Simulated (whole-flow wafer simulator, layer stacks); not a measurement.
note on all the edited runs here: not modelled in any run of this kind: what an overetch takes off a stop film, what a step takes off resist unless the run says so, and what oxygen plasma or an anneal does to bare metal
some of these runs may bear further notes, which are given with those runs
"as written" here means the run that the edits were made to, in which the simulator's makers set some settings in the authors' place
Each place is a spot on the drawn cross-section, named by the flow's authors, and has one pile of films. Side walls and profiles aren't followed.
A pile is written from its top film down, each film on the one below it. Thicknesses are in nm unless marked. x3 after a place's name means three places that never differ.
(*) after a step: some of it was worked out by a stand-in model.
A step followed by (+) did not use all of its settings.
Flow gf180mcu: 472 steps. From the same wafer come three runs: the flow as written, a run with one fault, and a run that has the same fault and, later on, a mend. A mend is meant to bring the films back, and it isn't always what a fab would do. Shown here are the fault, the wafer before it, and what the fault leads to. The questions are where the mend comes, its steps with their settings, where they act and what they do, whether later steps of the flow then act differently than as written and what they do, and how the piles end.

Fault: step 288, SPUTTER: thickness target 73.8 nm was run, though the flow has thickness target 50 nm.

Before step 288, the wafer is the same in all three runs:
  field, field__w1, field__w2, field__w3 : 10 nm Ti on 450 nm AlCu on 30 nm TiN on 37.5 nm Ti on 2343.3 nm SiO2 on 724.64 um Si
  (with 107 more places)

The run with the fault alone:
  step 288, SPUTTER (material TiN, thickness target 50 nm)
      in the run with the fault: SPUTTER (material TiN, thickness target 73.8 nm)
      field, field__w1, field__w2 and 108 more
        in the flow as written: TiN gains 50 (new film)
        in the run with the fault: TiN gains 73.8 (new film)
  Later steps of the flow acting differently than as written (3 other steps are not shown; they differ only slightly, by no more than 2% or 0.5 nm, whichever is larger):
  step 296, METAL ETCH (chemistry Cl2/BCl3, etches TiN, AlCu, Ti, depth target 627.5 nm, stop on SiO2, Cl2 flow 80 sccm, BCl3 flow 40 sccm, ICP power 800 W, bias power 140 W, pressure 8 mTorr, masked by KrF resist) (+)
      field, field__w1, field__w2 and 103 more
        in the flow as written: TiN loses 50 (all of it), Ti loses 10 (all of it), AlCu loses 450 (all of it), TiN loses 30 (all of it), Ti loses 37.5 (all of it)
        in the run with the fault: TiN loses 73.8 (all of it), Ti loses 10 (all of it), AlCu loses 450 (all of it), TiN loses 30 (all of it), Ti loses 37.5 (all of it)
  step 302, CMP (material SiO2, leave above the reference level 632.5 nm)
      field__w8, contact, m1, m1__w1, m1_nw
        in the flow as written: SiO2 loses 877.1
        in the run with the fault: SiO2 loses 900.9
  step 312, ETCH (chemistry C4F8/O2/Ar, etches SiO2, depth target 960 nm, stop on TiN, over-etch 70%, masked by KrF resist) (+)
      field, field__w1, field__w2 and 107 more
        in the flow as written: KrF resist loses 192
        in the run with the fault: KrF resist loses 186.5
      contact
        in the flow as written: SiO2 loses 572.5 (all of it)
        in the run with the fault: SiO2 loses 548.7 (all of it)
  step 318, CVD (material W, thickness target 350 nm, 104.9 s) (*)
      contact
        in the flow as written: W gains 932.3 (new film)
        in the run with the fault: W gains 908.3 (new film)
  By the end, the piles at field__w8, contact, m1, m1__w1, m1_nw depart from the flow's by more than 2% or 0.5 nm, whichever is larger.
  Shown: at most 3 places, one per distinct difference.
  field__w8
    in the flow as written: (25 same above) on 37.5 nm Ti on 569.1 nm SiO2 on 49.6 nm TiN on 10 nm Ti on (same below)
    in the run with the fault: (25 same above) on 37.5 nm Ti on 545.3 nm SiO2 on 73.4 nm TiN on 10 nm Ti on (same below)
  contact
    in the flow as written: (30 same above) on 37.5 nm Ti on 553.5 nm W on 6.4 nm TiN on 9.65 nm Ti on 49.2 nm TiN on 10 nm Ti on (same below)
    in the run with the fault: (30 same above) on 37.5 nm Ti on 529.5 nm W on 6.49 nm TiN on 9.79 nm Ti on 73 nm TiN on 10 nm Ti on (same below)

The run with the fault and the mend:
  The mend follows step 295.
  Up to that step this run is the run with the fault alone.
  step 295a, STRIP (chemistry O2/N2, power 2160 W, pressure 1700 mTorr) (*)
      field__w8, contact, m1, m1__w1, m1_nw
        KrF resist loses 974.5 (all of it)
  step 295b, METAL ETCH (chemistry Cl2/BCl3, etches TiN, AlCu, Ti, depth target 23.8 nm, Cl2 flow 80 sccm, BCl3 flow 40 sccm, ICP power 800 W, bias power 140 W, pressure 8 mTorr) (a further turn of the flow's step 260, with different settings)
      field, field__w1, field__w2 and 108 more
        TiN loses 23.8
  step 295c, HMDS (120 C, 60 s) (a further turn of the flow's step 290)
      leaves every film unchanged at each place that is followed
  step 295d, COAT (KrF resist, thickness 1000 nm) (a further turn of the flow's step 291)
      field, field__w1, field__w2 and 108 more
        KrF resist gains 1000 (new film)
  step 295e, SOFTBAKE (KrF resist) (a further turn of the flow's step 292)
      leaves every film unchanged at each place that is followed
  step 295f, EXPOSE (photomask Metal2) (a further turn of the flow's step 293)
      leaves every film unchanged at each place that is followed
  step 295g, PEB (KrF resist, 135 C, 90 s) (a further turn of the flow's step 294)
      field, field__w1, field__w2 and 108 more
        KrF resist loses 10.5
  step 295h, DEVELOP (thickness 1000 nm, 60 s) (a further turn of the flow's step 295)
      field, field__w1, field__w2 and 103 more
        KrF resist loses 989.5 (all of it)
      field__w8, contact, m1, m1__w1, m1_nw
        KrF resist loses 14.9
  Every later step of the flow that is run acts as written at every place that is followed.
  The piles end the same as the flow's at every place that both follow.
